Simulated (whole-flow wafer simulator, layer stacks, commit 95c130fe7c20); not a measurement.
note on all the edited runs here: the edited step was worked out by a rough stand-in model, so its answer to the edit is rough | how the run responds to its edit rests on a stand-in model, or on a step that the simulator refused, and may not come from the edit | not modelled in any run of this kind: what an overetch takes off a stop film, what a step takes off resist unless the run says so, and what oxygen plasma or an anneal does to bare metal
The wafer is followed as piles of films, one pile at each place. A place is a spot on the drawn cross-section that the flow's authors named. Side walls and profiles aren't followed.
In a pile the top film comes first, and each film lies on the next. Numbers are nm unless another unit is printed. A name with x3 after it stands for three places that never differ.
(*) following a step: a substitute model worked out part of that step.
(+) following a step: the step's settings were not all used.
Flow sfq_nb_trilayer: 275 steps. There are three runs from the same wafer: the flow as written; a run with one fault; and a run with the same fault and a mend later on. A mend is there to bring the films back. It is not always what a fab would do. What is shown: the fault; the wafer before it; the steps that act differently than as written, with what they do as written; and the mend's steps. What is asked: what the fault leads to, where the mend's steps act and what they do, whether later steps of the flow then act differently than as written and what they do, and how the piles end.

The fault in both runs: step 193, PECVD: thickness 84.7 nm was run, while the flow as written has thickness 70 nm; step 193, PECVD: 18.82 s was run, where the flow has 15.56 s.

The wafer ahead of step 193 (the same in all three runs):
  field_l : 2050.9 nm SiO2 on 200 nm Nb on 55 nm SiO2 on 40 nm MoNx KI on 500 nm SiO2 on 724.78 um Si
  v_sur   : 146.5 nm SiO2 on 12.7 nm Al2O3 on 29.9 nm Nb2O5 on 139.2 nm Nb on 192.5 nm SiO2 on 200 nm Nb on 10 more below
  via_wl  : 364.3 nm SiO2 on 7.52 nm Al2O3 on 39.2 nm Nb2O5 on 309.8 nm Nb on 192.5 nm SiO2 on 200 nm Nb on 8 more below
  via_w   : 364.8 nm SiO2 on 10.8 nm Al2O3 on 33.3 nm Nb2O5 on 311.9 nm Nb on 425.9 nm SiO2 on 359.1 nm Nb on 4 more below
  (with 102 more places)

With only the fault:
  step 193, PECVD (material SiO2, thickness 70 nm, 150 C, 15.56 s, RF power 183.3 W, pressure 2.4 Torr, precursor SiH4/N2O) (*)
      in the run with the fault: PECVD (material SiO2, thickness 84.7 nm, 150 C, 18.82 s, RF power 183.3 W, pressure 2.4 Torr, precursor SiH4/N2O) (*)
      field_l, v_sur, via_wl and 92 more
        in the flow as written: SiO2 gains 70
        in the run with the fault: SiO2 gains 84.7
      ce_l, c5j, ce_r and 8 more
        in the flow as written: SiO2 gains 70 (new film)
        in the run with the fault: SiO2 gains 84.7 (new film)
  Later steps of the flow acting differently than as written (13 other steps are not shown; they differ only slightly, by no more than 2% or 0.5 nm, whichever is larger):
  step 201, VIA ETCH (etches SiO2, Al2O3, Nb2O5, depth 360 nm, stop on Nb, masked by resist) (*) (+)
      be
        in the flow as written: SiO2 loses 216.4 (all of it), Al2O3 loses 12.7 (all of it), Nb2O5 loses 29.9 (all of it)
        in the run with the fault: SiO2 loses 231.1 (all of it), Al2O3 loses 12.7 (all of it), Nb2O5 loses 29.9 (all of it)
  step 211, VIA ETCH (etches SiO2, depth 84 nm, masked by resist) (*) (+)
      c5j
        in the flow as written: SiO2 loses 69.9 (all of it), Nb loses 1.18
        in the run with the fault: SiO2 loses 84
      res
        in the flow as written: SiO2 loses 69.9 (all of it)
        in the run with the fault: SiO2 loses 84
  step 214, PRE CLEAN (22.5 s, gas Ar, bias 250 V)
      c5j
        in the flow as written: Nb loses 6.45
        in the run with the fault: SiO2 loses 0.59 (all of it), Nb loses 6.72
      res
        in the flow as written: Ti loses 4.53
        in the run with the fault: SiO2 loses 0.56 (all of it), Ti loses 5.68
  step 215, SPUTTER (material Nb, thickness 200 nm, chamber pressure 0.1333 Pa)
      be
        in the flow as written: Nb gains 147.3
        in the run with the fault: Nb gains 144.1
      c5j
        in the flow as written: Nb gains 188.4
        in the run with the fault: Nb gains 183.4
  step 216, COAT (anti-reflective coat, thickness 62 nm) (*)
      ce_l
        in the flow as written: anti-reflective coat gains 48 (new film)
        in the run with the fault: anti-reflective coat gains 44.3 (new film)
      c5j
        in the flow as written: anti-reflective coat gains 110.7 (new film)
        in the run with the fault: anti-reflective coat gains 121.2 (new film)
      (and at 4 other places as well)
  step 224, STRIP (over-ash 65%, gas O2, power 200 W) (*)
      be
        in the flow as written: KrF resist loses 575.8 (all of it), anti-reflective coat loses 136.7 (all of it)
        in the run with the fault: KrF resist loses 588.2 (all of it), anti-reflective coat loses 139.4 (all of it)
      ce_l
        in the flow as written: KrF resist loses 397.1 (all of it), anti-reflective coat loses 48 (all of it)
        in the run with the fault: KrF resist loses 398.9 (all of it), anti-reflective coat loses 44.3 (all of it)
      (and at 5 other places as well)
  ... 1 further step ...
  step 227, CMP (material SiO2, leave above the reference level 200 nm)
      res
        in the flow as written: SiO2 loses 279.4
        in the run with the fault: SiO2 loses 260.3
  At v_sur, via_wl, via_w and 29 more, the piles at the end differ from the flow's by more than 2% or 0.5 nm, whichever is larger.
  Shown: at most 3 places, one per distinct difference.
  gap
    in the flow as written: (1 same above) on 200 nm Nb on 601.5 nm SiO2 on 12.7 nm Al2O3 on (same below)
    in the run with the fault: (1 same above) on 200 nm Nb on 616.2 nm SiO2 on 12.7 nm Al2O3 on (same below)
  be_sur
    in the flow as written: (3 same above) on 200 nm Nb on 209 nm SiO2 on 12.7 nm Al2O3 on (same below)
    in the run with the fault: (3 same above) on 200 nm Nb on 223.7 nm SiO2 on 12.7 nm Al2O3 on (same below)
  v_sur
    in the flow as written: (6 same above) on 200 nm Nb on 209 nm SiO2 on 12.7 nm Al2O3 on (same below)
    in the run with the fault: (6 same above) on 200 nm Nb on 223.7 nm SiO2 on 12.7 nm Al2O3 on (same below)

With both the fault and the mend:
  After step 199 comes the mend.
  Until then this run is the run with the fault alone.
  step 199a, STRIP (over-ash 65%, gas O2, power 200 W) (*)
      p4_fl x3, p4_w1 x9, p4_g1 x2 and 33 more
        KrF resist loses 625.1 (all of it), anti-reflective coat loses 62 (all of it)
      wl_b_m5, wl_b_sr, wl_c_sl and 12 more
        KrF resist loses 625 (all of it), anti-reflective coat loses 62 (all of it)
      field_l, v_sur, via_wl, via_w
        KrF resist loses 625.7 (all of it), anti-reflective coat loses 62.2 (all of it)
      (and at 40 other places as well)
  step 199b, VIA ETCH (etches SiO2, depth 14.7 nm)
      field_l, v_sur, via_wl and 103 more
        SiO2 loses 14.7
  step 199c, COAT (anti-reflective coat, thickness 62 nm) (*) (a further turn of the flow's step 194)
      p4_fl x3, p4_w1 x9, p4_g1 x2 and 50 more
        anti-reflective coat gains 62 (new film)
      via_wr, via_sp, via_v, wire, lsp_r, l0_sur, l0v
        anti-reflective coat gains 62.3 (new film)
      be, be_sur, gap, lsp_m, ln_m6
        anti-reflective coat gains 62.4 (new film)
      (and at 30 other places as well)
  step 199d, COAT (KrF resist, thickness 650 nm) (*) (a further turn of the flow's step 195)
      p4_fl x3, p4_w1 x9, p4_g1 x2 and 33 more
        KrF resist gains 650 (new film)
      wl_b_m5, wl_b_sr, wl_c_sl and 12 more
        KrF resist gains 649.9 (new film)
      field_l, v_sur, via_wl, via_w
        KrF resist gains 650.6 (new film)
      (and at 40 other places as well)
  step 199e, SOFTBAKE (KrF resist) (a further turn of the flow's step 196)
      leaves every film unchanged at each place that is followed
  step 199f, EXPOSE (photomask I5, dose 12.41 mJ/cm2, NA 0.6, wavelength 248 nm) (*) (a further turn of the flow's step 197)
      leaves every film unchanged at each place that is followed
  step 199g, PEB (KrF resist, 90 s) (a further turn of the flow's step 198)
      field_l, v_sur, via_wl and 87 more
        KrF resist loses 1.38
      jj_sur, ce_l, sp_r, moat, field_r, wl_jj
        KrF resist loses 1.39
      be_r, r_sur, res, r_end
        KrF resist loses 1.33
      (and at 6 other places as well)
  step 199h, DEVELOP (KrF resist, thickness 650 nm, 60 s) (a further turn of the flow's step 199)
      field_l, v_sur, via_wl and 102 more
        KrF resist loses 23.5
      be
        KrF resist loses 649.8 (all of it)
  None of the later steps of the flow differs from how it acts as written, at any place that is followed, by more than 2% or 0.5 nm, whichever is larger.
  By the end, the piles equal the flow's at every place that both follow.
